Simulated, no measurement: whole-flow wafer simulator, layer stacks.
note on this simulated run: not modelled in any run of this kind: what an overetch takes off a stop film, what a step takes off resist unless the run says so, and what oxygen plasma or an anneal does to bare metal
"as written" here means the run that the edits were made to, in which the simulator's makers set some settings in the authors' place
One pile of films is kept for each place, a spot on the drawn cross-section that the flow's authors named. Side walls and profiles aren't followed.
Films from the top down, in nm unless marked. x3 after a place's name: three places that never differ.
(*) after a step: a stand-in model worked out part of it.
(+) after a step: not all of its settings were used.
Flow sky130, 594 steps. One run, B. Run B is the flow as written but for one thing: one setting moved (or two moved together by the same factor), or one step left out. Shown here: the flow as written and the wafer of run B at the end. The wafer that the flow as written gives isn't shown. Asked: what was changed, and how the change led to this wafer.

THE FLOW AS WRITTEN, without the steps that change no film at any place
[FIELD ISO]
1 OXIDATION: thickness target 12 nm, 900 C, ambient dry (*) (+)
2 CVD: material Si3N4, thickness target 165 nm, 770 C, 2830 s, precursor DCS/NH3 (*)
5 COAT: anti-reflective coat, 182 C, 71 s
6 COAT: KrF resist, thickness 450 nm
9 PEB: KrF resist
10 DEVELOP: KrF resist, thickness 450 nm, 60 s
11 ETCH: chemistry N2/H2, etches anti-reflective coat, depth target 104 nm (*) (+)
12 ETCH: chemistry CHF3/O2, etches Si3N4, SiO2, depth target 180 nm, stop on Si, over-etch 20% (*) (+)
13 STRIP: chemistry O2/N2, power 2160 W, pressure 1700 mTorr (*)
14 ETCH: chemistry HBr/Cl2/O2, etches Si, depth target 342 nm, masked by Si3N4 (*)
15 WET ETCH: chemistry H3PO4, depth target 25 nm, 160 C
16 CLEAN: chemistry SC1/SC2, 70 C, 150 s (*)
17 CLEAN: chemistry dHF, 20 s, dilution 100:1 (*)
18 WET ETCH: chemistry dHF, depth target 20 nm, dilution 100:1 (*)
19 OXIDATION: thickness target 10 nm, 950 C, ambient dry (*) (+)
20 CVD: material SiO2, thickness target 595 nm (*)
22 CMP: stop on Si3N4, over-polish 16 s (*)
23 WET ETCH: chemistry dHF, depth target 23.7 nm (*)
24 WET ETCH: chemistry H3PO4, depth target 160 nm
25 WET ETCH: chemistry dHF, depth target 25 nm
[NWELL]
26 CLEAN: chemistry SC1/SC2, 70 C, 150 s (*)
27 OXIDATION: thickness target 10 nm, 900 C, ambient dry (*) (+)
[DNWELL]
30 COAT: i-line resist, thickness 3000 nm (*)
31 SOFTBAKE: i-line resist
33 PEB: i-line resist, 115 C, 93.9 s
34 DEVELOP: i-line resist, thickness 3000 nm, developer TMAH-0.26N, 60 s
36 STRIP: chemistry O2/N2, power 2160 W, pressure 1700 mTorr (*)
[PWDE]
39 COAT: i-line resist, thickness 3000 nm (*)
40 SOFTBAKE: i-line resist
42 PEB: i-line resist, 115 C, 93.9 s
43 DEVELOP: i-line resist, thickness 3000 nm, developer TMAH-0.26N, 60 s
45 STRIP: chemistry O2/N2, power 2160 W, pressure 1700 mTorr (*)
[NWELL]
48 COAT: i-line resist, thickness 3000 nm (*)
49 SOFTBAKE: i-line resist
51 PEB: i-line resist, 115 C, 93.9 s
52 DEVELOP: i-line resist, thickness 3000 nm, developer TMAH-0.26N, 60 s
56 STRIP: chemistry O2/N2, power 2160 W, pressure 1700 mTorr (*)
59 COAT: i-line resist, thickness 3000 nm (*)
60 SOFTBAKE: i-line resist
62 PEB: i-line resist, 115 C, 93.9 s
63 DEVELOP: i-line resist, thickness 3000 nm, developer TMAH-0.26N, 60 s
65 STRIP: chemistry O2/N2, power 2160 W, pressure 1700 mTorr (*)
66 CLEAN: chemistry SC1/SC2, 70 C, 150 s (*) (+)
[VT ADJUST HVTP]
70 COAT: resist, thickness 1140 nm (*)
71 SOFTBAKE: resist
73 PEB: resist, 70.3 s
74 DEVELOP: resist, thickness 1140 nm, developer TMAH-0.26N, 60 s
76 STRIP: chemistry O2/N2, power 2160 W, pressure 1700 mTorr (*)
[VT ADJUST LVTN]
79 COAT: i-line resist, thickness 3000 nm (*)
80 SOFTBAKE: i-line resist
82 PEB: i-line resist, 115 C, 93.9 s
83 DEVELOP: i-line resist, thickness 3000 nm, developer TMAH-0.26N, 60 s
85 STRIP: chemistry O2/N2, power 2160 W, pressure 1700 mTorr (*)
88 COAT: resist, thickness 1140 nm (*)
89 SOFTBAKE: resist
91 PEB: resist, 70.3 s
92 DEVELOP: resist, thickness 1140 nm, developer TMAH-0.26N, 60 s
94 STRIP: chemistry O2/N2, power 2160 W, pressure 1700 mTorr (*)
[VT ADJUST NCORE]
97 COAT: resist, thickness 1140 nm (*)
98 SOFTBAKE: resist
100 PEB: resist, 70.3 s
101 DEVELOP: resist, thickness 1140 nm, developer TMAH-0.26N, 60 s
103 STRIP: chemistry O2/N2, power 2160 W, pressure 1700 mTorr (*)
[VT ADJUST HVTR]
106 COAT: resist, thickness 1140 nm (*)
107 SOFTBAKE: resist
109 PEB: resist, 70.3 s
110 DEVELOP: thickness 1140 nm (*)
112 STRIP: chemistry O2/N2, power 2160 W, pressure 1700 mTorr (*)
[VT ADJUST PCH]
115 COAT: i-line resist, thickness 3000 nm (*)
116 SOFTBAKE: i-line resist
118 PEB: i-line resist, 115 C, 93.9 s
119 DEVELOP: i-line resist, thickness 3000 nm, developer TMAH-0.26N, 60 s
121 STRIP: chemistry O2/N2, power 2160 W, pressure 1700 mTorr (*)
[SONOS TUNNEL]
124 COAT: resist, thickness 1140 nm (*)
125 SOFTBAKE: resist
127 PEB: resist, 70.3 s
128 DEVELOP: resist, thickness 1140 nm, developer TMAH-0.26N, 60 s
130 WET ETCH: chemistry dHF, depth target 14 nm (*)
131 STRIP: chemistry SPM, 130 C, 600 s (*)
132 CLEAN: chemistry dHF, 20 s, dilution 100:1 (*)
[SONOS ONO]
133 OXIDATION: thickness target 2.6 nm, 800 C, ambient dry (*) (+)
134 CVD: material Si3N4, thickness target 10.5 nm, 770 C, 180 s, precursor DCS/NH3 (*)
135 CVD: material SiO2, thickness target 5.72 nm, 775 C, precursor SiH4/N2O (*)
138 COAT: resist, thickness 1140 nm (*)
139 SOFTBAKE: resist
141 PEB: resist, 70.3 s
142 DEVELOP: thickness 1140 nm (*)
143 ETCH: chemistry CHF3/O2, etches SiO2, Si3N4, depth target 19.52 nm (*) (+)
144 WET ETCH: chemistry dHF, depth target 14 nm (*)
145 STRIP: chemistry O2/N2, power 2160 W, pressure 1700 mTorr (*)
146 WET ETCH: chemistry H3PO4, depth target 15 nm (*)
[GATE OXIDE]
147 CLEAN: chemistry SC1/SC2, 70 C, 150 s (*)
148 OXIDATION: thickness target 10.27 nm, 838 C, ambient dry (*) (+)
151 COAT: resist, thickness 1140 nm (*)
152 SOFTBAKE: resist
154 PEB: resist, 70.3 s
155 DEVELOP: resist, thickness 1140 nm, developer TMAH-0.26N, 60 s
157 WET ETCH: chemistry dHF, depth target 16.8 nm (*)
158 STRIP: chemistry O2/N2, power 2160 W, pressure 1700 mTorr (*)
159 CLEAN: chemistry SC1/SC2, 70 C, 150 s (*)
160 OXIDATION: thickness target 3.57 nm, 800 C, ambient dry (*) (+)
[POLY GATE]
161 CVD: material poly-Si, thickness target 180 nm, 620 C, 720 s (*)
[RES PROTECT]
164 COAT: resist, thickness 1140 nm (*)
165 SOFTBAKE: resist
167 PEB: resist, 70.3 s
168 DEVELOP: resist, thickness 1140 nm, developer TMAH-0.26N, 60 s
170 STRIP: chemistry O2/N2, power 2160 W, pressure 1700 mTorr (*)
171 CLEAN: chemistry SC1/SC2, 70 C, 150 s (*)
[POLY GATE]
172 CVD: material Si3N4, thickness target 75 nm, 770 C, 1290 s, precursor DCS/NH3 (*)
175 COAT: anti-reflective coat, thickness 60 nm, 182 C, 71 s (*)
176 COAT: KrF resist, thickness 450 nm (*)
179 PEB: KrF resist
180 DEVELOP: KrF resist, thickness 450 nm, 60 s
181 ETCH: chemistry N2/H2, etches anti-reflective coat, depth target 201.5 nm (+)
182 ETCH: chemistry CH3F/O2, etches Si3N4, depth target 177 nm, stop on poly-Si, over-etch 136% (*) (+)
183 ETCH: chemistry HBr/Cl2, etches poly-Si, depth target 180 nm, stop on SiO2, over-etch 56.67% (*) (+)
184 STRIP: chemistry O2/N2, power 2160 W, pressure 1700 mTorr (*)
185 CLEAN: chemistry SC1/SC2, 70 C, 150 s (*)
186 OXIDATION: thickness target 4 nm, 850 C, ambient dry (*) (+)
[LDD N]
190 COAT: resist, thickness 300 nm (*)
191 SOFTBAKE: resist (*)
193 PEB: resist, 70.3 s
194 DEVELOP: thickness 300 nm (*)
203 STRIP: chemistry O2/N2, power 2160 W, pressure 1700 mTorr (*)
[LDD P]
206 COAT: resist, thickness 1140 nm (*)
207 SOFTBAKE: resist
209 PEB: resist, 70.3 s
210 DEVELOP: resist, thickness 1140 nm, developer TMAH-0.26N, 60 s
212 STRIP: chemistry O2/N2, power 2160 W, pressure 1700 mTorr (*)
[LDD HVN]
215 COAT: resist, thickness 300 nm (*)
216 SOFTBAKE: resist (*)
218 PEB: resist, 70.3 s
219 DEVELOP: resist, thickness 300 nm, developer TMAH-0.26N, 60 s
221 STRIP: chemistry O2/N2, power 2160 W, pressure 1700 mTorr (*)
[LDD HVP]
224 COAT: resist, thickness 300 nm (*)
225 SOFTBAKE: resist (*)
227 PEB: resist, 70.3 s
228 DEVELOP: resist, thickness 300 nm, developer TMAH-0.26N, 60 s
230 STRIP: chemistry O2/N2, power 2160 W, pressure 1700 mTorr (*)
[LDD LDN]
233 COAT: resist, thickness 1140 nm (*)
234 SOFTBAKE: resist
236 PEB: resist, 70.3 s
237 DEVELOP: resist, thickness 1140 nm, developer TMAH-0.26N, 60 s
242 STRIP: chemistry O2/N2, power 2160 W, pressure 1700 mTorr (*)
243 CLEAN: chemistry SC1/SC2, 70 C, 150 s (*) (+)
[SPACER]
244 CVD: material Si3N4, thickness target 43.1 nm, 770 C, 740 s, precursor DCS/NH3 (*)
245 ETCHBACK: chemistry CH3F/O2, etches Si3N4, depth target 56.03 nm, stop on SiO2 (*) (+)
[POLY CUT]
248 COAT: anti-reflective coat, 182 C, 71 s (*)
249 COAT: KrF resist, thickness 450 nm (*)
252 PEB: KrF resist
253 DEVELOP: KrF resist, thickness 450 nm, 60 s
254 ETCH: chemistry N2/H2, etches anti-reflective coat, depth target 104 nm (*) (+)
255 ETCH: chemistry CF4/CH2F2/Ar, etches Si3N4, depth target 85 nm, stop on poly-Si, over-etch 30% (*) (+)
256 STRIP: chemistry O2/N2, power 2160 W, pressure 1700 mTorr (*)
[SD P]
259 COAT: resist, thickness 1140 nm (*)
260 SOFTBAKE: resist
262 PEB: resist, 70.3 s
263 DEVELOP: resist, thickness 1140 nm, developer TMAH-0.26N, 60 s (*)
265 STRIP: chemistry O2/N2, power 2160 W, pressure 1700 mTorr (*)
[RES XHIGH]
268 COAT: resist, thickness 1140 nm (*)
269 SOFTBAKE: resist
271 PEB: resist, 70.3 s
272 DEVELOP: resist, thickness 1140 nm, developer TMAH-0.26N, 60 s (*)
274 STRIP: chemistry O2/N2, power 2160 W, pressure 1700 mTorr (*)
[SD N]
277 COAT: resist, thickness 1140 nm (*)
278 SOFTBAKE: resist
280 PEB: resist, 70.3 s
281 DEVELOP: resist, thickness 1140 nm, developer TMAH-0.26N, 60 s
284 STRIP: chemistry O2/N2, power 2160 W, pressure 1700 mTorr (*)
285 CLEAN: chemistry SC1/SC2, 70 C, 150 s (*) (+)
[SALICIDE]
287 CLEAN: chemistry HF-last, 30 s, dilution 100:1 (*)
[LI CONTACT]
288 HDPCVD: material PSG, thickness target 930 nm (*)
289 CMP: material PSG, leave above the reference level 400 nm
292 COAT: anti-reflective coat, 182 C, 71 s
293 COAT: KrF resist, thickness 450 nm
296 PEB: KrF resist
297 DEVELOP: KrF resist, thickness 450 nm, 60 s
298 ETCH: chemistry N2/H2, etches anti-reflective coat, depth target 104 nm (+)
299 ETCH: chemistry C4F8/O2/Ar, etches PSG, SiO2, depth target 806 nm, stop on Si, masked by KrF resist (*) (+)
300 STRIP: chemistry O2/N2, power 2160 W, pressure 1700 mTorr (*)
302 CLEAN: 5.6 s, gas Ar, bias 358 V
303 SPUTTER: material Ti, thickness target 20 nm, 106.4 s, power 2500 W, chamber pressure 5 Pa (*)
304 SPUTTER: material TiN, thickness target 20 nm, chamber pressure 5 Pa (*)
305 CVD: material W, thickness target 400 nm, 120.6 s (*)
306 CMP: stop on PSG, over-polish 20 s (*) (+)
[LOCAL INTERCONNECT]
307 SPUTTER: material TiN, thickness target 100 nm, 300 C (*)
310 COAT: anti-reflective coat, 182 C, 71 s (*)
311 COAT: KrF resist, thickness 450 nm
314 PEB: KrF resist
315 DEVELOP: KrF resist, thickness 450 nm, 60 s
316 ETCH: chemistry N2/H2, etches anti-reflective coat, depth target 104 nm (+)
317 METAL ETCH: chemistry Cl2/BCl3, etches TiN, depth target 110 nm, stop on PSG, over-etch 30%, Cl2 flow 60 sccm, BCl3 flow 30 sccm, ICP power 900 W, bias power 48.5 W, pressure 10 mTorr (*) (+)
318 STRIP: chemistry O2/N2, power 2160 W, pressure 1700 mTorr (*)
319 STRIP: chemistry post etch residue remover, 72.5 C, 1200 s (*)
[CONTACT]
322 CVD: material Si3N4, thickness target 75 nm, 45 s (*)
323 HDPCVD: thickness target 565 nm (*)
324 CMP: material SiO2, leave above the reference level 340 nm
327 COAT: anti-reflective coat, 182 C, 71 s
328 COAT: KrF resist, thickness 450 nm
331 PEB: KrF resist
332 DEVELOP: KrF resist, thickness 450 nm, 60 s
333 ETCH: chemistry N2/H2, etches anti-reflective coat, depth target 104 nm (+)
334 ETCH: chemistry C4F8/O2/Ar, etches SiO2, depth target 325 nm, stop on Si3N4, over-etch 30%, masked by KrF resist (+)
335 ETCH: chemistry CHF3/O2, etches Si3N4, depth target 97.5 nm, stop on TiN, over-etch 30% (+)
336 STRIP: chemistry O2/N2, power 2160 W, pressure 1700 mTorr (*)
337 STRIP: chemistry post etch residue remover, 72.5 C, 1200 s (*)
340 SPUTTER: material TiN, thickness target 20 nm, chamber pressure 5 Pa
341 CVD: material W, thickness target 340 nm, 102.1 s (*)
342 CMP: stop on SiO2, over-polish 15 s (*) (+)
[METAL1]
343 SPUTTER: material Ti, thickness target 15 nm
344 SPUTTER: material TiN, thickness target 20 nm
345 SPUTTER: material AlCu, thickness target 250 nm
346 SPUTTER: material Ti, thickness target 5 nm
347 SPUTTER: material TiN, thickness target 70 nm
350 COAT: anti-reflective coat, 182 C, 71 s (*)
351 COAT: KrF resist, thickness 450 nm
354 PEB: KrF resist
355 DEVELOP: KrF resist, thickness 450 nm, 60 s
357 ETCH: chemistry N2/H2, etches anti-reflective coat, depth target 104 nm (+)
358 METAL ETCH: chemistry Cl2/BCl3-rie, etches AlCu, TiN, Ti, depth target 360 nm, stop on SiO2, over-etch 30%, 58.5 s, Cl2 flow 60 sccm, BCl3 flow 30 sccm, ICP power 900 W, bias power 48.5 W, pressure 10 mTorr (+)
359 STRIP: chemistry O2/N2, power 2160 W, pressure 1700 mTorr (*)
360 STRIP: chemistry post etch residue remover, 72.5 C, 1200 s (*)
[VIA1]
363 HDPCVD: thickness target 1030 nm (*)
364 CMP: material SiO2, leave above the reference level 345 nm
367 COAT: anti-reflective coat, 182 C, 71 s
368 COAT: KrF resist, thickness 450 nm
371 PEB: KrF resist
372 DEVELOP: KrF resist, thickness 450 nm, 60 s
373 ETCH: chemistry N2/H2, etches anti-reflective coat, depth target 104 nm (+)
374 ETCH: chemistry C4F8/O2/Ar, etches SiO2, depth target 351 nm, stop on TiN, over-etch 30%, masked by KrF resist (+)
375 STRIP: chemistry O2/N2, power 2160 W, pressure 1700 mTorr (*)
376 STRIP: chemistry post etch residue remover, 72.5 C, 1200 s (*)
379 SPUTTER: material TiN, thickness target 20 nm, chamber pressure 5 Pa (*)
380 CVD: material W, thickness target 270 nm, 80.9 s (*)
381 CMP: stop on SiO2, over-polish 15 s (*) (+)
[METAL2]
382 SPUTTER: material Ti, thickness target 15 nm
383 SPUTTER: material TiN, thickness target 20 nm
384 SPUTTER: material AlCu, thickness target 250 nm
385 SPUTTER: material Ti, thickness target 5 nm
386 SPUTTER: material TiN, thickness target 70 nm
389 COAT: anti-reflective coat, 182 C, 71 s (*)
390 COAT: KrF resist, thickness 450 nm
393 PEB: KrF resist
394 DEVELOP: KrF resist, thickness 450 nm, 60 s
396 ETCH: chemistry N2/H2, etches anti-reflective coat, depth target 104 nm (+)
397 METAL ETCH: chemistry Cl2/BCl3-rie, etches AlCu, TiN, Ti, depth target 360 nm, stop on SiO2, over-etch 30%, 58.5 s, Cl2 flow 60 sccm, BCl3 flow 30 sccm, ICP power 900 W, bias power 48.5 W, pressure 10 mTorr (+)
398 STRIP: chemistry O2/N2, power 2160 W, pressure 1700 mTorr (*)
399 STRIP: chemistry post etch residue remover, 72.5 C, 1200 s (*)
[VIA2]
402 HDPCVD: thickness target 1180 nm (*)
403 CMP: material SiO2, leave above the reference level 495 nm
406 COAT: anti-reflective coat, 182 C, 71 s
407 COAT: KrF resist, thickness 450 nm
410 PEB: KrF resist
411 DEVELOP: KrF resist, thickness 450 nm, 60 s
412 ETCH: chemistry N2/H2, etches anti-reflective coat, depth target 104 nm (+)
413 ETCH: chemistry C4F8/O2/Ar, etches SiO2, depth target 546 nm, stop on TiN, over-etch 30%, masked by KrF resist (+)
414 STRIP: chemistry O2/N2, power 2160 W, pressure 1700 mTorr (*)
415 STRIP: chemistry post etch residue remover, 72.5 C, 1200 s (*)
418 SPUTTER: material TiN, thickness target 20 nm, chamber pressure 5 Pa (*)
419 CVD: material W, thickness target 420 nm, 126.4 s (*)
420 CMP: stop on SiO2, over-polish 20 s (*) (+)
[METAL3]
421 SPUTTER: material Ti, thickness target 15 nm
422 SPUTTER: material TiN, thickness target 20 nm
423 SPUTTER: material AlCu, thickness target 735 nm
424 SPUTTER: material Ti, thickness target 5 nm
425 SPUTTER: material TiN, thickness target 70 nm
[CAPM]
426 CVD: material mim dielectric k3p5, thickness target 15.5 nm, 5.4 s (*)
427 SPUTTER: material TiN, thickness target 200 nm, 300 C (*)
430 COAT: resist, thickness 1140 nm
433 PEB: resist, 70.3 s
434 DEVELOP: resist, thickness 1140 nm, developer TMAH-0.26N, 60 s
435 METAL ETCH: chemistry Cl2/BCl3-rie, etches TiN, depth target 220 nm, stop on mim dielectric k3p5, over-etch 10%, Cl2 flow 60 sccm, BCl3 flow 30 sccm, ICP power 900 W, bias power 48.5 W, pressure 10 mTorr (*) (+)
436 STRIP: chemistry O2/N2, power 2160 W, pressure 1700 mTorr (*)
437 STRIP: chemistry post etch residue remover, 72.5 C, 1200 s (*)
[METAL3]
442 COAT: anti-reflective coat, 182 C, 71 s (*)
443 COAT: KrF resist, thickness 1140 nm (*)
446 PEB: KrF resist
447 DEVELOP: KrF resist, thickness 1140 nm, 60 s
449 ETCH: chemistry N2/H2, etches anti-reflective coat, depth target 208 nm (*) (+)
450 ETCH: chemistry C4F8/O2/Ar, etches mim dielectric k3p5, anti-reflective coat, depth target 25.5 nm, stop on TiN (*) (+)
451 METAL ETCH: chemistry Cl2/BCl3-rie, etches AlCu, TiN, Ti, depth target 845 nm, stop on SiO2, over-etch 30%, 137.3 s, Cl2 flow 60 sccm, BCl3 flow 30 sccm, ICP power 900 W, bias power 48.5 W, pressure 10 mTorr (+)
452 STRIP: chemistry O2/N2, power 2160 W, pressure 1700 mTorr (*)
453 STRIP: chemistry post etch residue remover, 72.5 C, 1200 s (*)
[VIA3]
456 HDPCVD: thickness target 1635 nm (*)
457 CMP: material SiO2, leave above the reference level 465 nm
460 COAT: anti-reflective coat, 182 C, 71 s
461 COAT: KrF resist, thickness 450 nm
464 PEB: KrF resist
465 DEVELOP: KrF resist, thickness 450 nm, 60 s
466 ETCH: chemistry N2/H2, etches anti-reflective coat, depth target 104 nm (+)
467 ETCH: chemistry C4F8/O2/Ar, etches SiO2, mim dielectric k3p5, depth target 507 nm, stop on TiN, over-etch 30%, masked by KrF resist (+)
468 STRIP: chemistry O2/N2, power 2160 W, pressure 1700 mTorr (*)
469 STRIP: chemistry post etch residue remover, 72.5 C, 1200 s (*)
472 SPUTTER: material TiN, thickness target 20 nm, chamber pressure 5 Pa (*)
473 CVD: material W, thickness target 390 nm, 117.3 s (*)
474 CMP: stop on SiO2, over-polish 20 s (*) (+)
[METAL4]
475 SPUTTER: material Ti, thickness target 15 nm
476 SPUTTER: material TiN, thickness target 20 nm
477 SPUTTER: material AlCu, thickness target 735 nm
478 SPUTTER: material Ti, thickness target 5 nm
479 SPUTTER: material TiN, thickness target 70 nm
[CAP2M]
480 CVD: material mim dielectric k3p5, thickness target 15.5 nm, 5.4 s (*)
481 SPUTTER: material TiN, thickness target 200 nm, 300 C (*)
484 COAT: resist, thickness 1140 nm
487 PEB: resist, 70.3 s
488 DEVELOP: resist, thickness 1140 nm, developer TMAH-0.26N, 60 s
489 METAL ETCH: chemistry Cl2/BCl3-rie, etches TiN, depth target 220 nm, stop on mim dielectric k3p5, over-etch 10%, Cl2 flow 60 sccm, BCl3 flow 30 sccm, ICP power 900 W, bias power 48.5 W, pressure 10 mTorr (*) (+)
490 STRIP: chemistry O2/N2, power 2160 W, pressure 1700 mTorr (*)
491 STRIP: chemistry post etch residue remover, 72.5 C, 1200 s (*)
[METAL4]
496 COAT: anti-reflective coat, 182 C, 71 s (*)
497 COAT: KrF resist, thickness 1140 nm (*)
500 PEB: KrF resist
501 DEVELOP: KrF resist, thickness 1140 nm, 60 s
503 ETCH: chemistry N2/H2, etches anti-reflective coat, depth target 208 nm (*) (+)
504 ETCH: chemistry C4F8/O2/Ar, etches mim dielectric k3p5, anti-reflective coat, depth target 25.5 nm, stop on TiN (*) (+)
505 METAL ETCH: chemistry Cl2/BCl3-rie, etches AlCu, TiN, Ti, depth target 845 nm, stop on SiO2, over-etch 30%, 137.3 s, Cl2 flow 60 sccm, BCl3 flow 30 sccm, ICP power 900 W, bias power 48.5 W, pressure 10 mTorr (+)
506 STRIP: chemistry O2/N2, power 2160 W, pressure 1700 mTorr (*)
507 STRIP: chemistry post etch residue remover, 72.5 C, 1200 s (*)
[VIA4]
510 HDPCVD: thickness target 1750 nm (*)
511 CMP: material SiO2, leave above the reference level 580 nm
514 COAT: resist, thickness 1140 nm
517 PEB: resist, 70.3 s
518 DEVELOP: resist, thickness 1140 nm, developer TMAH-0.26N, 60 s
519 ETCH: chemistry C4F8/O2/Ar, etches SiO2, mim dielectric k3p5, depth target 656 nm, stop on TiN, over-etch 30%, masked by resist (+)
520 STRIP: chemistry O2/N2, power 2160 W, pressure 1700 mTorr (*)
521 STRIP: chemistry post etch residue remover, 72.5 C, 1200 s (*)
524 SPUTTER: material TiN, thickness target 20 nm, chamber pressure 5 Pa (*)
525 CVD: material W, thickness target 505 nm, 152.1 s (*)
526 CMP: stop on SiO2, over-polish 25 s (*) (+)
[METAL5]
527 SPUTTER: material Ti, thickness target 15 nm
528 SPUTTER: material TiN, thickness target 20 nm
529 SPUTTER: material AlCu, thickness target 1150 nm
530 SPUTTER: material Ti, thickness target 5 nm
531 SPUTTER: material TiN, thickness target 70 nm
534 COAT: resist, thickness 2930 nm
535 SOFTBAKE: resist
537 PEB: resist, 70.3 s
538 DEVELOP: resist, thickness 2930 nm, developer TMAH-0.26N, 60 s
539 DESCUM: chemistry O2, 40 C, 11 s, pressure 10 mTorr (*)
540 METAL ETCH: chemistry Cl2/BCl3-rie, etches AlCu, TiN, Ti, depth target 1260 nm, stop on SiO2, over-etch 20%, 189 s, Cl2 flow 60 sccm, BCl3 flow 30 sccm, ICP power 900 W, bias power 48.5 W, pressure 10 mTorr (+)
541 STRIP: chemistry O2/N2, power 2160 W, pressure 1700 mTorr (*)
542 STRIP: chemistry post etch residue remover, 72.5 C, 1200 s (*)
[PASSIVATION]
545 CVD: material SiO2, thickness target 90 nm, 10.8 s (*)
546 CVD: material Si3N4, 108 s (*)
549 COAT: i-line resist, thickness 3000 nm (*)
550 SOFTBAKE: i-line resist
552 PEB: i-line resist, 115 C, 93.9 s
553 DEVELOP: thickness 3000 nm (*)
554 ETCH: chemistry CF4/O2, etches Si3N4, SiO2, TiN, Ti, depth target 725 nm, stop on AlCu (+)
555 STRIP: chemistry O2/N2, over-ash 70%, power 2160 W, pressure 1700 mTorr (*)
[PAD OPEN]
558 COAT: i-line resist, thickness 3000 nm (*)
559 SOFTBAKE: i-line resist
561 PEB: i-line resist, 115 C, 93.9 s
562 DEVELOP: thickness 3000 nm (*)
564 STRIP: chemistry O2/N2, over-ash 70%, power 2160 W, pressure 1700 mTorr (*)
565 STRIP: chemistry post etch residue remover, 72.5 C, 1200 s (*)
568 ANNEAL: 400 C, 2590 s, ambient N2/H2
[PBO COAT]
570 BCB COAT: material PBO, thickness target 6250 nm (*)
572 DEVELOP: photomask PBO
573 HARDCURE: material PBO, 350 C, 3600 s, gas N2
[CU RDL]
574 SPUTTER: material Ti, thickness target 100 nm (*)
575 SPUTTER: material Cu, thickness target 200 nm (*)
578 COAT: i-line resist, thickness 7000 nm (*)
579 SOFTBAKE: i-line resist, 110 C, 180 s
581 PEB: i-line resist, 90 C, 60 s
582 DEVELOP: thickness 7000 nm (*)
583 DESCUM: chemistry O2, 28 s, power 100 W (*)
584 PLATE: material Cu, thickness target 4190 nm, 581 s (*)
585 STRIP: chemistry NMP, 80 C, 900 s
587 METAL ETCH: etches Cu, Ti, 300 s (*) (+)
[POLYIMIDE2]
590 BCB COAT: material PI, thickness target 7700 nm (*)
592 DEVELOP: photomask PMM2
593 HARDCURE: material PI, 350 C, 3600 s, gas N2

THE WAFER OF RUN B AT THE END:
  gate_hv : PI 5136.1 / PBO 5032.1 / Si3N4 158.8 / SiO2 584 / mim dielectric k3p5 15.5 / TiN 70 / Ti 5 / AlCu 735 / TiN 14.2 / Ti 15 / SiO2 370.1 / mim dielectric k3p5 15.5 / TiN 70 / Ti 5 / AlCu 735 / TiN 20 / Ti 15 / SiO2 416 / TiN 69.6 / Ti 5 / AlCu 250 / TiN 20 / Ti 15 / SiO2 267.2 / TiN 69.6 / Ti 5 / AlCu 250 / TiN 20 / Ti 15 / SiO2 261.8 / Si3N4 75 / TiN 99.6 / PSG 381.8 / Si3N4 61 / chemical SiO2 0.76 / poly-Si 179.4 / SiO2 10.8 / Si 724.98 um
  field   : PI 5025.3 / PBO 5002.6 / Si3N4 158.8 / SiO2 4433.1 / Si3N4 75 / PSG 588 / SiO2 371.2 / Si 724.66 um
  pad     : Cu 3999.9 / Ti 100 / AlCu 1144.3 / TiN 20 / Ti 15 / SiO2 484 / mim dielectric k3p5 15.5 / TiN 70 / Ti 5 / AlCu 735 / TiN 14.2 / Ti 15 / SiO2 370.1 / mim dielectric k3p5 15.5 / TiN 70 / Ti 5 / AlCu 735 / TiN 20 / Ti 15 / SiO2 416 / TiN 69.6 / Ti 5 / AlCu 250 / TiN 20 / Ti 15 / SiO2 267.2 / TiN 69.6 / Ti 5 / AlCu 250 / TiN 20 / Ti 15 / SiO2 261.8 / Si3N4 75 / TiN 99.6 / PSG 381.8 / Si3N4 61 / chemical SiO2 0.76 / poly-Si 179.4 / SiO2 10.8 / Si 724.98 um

The cause: step 476, SPUTTER: thickness target 14.2 nm was run, where the flow has thickness target 20 nm.
It can be read off the wafer: gate_hv has TiN 14.2, and step 476 as written asks for 20 nm.

How the change led to this, step by step:
  476 SPUTTER: material TiN, thickness target 20 nm
      field, active, n_well and 189 more: TiN +14.2 (new film) (as written it would be: TiN +20 (new film))
  505 METAL ETCH: chemistry Cl2/BCl3-rie, etches AlCu, TiN, Ti, depth target 845 nm, stop on SiO2, over-etch 30%, 137.3 s, Cl2 flow 60 sccm, BCl3 flow 30 sccm, ICP power 900 W, bias power 48.5 W, pressure 10 mTorr (+)
      field, gate, spacer and 68 more: TiN -70 (all of it), Ti -5 (all of it), AlCu -735 (all of it), TiN -14.2 (all of it), Ti -15 (all of it), SiO2 -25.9 (as written it would be: TiN -70 (all of it), Ti -5 (all of it), AlCu -735 (all of it), TiN -20 (all of it), Ti -15 (all of it), SiO2 -25.4)
      active, vpp_iso1, mim_edge_plate and 14 more: TiN -70 (all of it), Ti -5 (all of it), AlCu -735 (all of it), TiN -14.2 (all of it), Ti -15 (all of it), SiO2 -25.9 (as written it would be: TiN -70 (all of it), Ti -5 (all of it), AlCu -735 (all of it), TiN -20 (all of it), Ti -15 (all of it), SiO2 -25.3)
